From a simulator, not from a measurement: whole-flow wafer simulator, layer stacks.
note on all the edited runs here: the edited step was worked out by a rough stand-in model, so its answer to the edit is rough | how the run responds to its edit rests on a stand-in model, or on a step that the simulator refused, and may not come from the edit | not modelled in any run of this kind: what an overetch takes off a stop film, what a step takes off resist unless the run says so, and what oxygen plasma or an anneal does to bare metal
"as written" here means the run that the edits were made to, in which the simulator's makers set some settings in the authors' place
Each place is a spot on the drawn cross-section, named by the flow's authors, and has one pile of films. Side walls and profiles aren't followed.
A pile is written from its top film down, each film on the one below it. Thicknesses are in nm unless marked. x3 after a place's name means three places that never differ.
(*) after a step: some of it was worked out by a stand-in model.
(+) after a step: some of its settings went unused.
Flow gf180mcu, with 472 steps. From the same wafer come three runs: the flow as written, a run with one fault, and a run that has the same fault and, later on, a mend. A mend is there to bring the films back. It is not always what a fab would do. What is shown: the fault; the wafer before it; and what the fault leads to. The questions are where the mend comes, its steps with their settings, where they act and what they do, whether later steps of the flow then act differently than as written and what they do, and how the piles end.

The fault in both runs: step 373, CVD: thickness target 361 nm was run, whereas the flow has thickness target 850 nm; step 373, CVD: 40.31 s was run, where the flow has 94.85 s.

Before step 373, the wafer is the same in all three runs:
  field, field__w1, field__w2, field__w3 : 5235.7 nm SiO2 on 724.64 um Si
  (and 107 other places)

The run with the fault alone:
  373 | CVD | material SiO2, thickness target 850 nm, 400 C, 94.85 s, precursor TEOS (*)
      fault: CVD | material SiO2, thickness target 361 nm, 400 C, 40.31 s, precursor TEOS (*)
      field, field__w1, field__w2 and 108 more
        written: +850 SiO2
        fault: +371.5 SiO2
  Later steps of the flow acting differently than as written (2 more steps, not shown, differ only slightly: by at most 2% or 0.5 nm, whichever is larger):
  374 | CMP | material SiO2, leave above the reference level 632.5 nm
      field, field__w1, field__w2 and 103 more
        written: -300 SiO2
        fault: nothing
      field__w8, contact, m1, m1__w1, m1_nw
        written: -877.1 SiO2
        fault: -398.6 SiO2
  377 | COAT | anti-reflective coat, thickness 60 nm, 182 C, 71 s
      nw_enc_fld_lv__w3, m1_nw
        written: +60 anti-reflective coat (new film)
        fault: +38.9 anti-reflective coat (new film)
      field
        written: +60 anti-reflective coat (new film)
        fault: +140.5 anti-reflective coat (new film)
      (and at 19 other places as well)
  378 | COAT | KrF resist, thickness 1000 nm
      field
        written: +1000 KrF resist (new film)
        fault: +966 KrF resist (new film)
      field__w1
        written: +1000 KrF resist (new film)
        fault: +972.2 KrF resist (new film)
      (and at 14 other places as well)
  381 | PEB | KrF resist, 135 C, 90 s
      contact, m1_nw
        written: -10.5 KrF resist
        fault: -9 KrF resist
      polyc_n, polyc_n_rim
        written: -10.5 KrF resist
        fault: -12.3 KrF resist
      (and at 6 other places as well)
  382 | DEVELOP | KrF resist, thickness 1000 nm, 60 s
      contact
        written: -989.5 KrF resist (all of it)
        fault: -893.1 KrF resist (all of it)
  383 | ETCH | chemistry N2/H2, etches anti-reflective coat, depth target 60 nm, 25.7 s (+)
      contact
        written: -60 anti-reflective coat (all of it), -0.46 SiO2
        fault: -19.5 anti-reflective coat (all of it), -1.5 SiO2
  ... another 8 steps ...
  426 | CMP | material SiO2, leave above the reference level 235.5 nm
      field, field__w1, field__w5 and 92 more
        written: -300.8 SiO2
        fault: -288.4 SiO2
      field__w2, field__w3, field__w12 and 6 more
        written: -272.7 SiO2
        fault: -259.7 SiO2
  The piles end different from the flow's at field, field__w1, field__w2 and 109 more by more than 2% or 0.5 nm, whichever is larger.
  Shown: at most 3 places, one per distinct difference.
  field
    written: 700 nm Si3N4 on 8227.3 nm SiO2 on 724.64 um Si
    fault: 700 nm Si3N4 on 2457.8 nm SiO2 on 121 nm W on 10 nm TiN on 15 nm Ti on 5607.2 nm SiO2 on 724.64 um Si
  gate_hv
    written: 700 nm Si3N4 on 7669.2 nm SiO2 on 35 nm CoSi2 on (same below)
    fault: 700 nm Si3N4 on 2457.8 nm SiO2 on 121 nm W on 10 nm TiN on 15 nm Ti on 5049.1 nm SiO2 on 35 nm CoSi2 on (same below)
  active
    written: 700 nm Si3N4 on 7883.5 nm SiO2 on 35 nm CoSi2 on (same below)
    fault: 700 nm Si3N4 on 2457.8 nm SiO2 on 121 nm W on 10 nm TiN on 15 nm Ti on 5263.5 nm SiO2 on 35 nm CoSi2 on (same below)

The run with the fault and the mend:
  After step 373 comes the mend.
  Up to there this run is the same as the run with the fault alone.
  373a | CVD | material SiO2, thickness target 489 nm, 400 C, 54.57 s, precursor TEOS (*) (the flow's step 373 again, with other settings)
      field, field__w1, field__w2 and 108 more
        +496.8 SiO2
  Later steps of the flow acting differently than as written:
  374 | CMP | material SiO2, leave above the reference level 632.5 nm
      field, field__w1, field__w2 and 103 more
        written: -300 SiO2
        mend: -318.3 SiO2
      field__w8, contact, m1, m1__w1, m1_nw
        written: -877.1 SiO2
        mend: -895.4 SiO2
  At every place that both follow, the piles at the end match the flow's.
